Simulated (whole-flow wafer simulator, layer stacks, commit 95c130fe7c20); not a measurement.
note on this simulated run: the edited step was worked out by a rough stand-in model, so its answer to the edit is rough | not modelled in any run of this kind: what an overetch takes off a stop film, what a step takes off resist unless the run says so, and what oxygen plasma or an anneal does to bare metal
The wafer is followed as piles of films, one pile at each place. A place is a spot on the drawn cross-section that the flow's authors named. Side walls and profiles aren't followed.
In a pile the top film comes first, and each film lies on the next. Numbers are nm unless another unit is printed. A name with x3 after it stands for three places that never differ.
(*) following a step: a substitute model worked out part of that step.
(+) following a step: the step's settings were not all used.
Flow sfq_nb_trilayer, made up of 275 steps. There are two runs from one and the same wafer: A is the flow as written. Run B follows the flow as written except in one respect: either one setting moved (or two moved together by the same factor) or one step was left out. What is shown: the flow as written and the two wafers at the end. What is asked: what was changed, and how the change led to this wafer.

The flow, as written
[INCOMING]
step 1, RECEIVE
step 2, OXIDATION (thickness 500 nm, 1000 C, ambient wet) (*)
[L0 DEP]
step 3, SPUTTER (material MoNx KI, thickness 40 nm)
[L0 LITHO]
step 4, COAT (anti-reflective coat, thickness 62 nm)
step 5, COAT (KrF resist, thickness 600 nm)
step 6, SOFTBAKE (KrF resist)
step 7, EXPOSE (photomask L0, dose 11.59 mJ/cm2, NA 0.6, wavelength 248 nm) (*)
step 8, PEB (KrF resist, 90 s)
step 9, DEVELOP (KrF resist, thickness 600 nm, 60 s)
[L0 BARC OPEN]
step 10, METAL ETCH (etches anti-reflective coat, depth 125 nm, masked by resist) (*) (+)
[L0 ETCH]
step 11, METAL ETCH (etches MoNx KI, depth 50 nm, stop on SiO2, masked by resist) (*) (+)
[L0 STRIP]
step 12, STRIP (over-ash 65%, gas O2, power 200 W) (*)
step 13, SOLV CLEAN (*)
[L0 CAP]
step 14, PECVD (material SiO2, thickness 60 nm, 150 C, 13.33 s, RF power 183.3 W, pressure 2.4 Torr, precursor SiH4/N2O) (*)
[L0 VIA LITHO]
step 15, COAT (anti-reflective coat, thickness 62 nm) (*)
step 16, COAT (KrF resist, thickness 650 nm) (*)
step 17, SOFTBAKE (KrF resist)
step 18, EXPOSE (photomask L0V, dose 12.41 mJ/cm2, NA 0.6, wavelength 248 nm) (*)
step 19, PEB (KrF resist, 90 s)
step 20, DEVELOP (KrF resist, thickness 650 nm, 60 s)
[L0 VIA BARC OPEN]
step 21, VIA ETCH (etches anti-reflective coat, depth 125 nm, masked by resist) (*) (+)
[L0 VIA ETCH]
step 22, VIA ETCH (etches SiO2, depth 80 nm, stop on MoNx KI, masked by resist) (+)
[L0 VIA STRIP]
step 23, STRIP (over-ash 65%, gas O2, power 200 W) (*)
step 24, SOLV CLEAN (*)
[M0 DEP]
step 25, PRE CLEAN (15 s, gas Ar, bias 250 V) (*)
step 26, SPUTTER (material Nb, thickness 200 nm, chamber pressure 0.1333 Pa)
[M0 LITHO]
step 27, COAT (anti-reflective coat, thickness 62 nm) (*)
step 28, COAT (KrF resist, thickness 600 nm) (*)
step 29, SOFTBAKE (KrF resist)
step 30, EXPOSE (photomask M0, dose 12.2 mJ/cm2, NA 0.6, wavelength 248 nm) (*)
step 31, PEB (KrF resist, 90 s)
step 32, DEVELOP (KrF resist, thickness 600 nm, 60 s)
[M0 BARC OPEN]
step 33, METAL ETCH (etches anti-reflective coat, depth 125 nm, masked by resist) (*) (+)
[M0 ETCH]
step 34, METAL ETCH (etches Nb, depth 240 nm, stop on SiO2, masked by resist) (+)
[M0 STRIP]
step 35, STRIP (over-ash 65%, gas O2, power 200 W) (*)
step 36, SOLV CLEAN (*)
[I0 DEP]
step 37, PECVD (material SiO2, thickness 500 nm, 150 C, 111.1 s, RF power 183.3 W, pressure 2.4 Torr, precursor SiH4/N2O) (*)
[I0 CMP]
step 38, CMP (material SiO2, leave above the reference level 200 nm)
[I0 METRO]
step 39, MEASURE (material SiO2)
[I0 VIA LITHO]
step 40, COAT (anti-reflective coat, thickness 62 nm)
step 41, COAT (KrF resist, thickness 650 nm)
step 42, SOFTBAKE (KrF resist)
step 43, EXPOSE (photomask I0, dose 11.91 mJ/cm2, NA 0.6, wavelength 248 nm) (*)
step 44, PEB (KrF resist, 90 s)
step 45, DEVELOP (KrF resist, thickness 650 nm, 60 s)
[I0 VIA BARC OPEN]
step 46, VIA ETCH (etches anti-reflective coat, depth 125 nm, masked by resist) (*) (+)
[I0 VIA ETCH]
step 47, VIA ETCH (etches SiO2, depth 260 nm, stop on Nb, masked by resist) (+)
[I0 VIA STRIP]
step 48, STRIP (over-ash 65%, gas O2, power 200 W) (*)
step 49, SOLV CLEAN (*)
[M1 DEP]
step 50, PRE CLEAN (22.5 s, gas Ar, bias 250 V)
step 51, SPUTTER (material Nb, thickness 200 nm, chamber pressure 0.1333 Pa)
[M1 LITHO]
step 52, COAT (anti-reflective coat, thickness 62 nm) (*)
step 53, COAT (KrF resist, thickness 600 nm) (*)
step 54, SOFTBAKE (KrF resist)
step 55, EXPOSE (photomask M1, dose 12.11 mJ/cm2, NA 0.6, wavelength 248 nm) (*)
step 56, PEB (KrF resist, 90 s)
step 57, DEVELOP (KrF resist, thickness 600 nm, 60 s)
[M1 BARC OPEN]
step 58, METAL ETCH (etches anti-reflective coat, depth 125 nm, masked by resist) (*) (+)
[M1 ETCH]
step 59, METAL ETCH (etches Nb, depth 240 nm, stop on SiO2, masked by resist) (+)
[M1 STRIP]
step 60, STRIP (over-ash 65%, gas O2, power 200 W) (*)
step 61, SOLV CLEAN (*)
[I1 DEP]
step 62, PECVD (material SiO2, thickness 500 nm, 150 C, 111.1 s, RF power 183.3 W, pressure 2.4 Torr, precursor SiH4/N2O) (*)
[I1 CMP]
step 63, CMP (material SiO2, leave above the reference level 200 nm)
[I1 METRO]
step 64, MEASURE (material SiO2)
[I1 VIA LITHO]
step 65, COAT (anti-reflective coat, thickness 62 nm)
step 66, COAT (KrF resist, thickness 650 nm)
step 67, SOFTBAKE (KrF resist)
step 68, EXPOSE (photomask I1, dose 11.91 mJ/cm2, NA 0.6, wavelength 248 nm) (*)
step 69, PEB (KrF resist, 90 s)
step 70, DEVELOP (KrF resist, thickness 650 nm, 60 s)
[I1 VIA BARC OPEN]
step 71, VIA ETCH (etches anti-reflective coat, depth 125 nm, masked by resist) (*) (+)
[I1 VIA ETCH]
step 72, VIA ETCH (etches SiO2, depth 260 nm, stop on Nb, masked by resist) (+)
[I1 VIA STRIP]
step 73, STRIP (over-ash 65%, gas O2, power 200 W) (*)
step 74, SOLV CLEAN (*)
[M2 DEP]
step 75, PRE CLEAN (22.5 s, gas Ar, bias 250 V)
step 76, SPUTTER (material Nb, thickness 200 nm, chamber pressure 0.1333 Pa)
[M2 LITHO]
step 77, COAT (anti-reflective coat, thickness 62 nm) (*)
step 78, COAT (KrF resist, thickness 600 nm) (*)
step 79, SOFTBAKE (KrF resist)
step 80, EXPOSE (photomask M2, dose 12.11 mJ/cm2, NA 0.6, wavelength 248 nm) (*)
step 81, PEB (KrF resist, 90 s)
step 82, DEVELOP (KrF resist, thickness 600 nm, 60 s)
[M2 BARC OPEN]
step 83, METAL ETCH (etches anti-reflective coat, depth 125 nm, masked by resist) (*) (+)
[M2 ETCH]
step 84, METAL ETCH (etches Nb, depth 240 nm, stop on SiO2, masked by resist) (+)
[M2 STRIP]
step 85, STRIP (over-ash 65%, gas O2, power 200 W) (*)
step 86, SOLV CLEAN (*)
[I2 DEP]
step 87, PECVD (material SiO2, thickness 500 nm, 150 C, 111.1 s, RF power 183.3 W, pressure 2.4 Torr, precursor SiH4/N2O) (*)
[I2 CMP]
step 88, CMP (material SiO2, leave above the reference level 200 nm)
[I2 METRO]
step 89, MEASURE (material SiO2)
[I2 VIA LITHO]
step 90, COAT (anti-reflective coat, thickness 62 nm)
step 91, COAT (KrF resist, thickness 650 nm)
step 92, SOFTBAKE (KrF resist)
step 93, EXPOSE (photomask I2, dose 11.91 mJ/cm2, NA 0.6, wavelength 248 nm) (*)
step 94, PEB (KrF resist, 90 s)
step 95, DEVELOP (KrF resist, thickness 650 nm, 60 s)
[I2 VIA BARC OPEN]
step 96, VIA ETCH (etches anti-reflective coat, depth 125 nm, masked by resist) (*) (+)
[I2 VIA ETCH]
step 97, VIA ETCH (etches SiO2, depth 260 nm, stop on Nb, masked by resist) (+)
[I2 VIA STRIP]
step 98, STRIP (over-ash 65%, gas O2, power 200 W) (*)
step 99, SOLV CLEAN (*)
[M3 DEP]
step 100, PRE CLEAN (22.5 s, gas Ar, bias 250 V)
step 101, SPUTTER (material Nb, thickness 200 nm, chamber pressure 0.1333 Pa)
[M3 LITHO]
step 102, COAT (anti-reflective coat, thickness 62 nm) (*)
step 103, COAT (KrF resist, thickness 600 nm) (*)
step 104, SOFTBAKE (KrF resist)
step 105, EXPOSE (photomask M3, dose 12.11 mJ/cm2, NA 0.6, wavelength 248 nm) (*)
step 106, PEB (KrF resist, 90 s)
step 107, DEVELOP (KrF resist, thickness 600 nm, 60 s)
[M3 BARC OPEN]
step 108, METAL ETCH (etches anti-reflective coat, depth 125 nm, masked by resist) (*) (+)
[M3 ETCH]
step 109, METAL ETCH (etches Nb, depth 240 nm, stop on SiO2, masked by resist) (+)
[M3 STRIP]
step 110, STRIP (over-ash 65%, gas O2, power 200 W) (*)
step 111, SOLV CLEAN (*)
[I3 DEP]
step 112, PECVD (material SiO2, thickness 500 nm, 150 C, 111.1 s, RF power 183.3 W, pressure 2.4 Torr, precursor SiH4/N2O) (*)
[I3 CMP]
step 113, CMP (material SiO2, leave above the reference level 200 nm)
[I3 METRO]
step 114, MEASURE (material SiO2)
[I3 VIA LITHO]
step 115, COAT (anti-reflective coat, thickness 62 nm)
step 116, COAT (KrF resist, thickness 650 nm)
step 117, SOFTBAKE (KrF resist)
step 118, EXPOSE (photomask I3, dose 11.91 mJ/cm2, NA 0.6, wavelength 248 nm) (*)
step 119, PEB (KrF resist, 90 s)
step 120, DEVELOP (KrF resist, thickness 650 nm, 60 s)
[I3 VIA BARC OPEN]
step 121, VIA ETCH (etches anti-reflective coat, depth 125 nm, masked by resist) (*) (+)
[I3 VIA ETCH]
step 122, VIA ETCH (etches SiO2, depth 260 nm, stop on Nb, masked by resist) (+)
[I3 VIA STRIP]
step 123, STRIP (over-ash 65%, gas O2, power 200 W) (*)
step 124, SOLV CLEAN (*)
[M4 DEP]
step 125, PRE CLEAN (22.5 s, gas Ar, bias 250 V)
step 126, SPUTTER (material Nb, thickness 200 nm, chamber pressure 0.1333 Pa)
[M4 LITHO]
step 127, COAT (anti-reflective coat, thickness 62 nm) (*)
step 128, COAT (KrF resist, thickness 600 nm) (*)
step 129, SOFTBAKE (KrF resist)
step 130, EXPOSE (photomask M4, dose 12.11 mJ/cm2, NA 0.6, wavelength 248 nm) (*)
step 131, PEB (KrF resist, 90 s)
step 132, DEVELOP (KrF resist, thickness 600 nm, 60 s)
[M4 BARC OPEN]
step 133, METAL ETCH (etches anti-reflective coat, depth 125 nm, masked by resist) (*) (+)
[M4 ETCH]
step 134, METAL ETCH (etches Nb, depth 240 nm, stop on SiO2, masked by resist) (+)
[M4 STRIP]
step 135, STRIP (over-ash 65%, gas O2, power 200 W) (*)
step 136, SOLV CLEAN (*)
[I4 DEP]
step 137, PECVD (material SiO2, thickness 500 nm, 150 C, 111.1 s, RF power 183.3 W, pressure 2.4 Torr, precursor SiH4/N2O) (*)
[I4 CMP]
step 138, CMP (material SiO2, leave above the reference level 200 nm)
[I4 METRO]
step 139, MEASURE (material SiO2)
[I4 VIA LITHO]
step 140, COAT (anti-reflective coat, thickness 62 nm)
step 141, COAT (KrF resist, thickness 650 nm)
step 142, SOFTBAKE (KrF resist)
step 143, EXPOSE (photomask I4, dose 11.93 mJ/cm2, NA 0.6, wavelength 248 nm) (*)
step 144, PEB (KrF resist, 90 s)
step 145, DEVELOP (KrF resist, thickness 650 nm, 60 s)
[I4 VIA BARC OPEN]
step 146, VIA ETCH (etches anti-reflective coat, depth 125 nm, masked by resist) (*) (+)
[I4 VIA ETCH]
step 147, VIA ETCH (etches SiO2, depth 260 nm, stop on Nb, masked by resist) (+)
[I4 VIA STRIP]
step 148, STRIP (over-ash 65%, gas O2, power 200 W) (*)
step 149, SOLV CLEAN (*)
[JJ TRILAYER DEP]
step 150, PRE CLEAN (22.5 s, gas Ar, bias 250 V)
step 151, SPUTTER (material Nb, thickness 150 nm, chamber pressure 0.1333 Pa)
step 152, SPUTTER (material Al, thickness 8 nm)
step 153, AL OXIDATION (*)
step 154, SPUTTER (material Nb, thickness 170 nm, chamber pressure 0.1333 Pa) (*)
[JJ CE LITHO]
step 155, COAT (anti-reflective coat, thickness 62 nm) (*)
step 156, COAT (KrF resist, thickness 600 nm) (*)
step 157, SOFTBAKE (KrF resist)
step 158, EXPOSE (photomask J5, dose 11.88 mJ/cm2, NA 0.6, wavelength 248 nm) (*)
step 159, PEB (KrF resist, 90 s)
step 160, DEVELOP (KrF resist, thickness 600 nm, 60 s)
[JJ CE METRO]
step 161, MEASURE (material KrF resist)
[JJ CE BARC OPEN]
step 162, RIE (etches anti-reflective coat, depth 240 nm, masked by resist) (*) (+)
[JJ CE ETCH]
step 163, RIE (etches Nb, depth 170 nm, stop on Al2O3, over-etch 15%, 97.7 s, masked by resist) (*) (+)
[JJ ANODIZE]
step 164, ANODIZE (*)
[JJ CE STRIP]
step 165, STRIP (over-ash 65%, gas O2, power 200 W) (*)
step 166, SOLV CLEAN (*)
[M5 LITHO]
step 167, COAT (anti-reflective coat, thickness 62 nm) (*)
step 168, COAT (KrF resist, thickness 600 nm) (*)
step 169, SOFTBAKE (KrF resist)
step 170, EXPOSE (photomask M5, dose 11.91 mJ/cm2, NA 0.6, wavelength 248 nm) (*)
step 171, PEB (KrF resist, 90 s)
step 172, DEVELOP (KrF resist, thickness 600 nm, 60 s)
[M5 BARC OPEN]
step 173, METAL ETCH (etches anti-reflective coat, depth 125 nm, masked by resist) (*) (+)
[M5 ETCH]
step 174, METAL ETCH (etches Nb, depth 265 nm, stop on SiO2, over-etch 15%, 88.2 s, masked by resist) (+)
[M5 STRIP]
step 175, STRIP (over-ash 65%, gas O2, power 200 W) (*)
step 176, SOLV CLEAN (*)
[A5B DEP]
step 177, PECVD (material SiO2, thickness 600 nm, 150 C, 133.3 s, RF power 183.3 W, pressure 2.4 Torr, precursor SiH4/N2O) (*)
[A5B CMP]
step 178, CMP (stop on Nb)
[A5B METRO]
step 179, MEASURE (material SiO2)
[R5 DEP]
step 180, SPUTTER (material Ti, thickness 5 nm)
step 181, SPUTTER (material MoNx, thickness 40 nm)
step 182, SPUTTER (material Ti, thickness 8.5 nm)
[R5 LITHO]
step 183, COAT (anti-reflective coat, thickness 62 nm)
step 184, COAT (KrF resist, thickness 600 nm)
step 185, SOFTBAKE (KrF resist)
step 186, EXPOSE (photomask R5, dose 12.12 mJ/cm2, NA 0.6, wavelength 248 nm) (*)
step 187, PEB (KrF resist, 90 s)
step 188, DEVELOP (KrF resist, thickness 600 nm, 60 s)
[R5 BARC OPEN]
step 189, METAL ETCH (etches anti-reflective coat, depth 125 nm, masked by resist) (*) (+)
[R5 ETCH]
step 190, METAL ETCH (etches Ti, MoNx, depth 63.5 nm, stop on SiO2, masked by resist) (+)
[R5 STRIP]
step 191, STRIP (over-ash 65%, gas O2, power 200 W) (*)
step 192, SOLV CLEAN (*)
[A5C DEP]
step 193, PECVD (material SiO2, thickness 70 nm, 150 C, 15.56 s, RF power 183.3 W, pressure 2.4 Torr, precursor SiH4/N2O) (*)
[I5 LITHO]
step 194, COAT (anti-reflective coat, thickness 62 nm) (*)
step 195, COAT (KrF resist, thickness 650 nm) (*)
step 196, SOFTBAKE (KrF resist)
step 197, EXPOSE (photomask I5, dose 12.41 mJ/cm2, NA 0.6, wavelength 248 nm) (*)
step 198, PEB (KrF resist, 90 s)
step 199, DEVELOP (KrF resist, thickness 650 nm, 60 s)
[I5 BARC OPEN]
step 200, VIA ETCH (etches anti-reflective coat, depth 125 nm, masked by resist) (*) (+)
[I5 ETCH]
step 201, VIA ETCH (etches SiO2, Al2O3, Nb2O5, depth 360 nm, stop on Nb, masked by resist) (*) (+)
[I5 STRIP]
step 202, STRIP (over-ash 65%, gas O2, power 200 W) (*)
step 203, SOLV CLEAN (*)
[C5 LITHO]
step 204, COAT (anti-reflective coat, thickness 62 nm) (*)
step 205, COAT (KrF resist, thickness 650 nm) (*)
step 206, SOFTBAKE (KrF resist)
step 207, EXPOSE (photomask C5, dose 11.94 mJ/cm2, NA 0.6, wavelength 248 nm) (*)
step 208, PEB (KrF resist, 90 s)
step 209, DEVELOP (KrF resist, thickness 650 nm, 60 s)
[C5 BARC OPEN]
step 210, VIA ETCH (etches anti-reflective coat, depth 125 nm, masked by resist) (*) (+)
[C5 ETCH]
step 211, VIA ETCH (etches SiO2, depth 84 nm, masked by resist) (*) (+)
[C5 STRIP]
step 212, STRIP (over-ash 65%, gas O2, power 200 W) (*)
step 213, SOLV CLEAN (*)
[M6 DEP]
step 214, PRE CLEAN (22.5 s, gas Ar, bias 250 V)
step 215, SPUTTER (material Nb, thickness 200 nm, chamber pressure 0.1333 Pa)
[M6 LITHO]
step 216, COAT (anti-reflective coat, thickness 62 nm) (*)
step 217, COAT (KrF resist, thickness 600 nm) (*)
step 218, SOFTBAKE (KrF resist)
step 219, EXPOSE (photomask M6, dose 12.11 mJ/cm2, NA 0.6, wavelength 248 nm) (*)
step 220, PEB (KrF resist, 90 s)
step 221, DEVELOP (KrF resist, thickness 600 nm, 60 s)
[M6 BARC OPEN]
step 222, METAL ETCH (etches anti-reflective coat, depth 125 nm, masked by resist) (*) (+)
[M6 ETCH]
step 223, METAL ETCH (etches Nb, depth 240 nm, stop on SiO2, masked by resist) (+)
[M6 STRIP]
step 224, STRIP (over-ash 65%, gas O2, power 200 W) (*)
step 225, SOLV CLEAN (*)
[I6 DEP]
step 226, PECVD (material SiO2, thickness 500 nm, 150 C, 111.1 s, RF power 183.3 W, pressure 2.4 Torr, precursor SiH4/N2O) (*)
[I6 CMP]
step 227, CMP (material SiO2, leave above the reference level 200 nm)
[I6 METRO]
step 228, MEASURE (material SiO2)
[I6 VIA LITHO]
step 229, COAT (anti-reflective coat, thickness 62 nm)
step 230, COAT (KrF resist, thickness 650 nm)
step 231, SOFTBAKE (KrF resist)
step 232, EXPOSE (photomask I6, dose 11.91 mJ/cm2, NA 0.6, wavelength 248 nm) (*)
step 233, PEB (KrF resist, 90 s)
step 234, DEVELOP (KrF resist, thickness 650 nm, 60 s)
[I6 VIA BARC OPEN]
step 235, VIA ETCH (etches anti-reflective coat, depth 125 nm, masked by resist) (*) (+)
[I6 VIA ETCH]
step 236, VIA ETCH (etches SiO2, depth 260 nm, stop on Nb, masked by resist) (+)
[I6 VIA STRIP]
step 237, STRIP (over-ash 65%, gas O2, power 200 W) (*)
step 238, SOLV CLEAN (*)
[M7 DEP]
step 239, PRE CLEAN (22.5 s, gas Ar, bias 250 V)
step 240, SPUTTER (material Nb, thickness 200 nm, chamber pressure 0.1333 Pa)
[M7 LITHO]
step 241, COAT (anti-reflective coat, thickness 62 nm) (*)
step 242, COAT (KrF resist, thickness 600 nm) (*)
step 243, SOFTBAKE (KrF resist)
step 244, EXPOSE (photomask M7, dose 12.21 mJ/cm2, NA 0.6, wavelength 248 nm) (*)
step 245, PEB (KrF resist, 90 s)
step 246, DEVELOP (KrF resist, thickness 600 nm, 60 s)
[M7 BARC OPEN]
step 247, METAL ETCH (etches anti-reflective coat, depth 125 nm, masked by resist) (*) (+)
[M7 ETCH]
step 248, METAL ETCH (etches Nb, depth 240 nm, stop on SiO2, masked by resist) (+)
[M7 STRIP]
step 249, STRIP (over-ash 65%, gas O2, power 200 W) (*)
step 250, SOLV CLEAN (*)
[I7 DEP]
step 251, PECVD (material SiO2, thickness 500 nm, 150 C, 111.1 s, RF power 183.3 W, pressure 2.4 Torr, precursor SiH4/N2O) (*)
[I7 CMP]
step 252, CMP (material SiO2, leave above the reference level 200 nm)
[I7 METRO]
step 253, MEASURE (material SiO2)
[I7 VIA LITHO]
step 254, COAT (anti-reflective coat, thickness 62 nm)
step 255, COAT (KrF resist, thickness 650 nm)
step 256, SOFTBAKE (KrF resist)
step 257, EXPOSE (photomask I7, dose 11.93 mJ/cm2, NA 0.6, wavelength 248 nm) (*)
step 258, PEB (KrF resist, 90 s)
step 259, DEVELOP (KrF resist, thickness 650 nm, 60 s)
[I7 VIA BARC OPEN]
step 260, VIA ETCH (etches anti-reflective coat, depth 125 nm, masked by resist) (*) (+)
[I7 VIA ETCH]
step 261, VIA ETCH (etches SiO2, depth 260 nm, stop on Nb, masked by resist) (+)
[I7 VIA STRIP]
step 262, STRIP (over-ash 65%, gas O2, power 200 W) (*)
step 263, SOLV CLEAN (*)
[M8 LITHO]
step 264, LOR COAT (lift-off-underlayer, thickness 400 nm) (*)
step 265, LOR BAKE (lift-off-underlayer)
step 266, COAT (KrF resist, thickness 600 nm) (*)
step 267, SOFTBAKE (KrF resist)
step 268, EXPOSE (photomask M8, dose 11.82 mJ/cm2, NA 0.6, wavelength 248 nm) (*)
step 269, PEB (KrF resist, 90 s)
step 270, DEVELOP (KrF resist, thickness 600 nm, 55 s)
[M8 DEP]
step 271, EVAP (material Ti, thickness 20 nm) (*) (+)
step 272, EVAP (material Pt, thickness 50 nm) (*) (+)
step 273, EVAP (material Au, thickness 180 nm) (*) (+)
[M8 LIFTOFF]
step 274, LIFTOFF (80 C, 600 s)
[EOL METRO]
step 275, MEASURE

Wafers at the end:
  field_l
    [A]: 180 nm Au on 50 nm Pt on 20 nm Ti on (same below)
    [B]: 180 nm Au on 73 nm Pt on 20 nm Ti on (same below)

The reason: step 272, EVAP: thickness 73 nm was run, while the flow as written has thickness 50 nm.
The wafer lets one read it off: field_l has Pt 73, and step 272 as written asks for 50 nm.

Step by step, how the change led to this:
  step 272, EVAP (material Pt, thickness 50 nm) (*) (+)
      field_l, v_sur, via_wl and 103 more: A Pt gains 50 (new film) | B Pt gains 73 (new film)
  step 274, LIFTOFF (80 C, 600 s)
      p4_fl, p4_fm, p4_w1 and 71 more: A Au loses 180 (all of it), Pt loses 50 (all of it), Ti loses 20 (all of it), KrF resist loses 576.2 (all of it), lift-off-underlayer loses 400 (all of it) | B Au loses 180 (all of it), Pt loses 73 (all of it), Ti loses 20 (all of it), KrF resist loses 576.2 (all of it), lift-off-underlayer loses 400 (all of it)
      c5j, ce_r: A Au loses 180 (all of it), Pt loses 50 (all of it), Ti loses 20 (all of it), KrF resist loses 573.3 (all of it), lift-off-underlayer loses 399.3 (all of it) | B Au loses 180 (all of it), Pt loses 73 (all of it), Ti loses 20 (all of it), KrF resist loses 573.3 (all of it), lift-off-underlayer loses 399.3 (all of it)
      (as well as at 19 more places)
